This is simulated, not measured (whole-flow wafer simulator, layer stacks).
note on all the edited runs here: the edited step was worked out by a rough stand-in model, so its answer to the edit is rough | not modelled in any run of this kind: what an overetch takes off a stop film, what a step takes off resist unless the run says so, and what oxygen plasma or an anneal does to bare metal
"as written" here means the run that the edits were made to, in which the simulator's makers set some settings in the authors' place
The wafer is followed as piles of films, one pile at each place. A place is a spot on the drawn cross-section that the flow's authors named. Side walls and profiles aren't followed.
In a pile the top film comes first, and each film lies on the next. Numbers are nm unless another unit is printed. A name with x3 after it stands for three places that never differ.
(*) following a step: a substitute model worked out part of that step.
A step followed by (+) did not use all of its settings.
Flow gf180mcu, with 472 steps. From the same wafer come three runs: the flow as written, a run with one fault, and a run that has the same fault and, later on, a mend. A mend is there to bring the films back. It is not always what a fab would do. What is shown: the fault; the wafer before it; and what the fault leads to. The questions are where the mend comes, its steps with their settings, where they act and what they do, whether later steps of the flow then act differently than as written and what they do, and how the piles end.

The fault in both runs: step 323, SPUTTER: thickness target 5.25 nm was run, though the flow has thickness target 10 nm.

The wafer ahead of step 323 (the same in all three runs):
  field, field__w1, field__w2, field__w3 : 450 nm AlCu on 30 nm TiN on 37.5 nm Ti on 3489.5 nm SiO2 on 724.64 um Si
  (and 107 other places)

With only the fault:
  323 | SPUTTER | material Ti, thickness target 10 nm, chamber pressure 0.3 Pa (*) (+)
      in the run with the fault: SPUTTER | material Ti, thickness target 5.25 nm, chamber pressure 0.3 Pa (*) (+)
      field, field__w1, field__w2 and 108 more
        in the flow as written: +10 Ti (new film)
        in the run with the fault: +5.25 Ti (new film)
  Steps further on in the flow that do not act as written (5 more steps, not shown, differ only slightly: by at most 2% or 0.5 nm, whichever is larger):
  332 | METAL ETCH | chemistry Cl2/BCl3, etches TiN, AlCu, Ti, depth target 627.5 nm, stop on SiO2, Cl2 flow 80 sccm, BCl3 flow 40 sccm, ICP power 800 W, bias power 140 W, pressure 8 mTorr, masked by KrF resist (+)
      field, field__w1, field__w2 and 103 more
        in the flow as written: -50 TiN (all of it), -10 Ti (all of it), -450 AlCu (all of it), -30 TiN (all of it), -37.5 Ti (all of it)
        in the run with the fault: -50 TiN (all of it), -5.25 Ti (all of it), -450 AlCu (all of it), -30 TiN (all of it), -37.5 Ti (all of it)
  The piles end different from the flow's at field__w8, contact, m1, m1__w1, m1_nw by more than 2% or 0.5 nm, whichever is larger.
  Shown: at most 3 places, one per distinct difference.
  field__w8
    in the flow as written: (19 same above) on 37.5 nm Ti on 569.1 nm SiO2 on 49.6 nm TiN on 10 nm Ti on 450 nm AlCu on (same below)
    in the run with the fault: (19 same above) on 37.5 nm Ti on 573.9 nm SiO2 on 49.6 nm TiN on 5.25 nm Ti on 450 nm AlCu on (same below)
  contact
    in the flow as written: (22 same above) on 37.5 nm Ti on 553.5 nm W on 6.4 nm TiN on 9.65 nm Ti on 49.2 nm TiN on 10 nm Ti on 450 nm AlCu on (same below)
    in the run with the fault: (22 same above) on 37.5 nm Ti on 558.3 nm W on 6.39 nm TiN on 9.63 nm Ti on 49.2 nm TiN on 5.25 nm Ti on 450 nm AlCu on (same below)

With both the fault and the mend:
  The mend follows step 323.
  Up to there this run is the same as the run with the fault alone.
  323a | SPUTTER | material Ti, thickness target 4.75 nm, chamber pressure 0.3 Pa (*) (+) (the flow's step 323, run once more with other settings)
      field, field__w1, field__w2 and 108 more
        +4.75 Ti
  None of the later steps of the flow acts differently than as written at any place that is followed.
  By the end, the piles equal the flow's at every place that both follow.
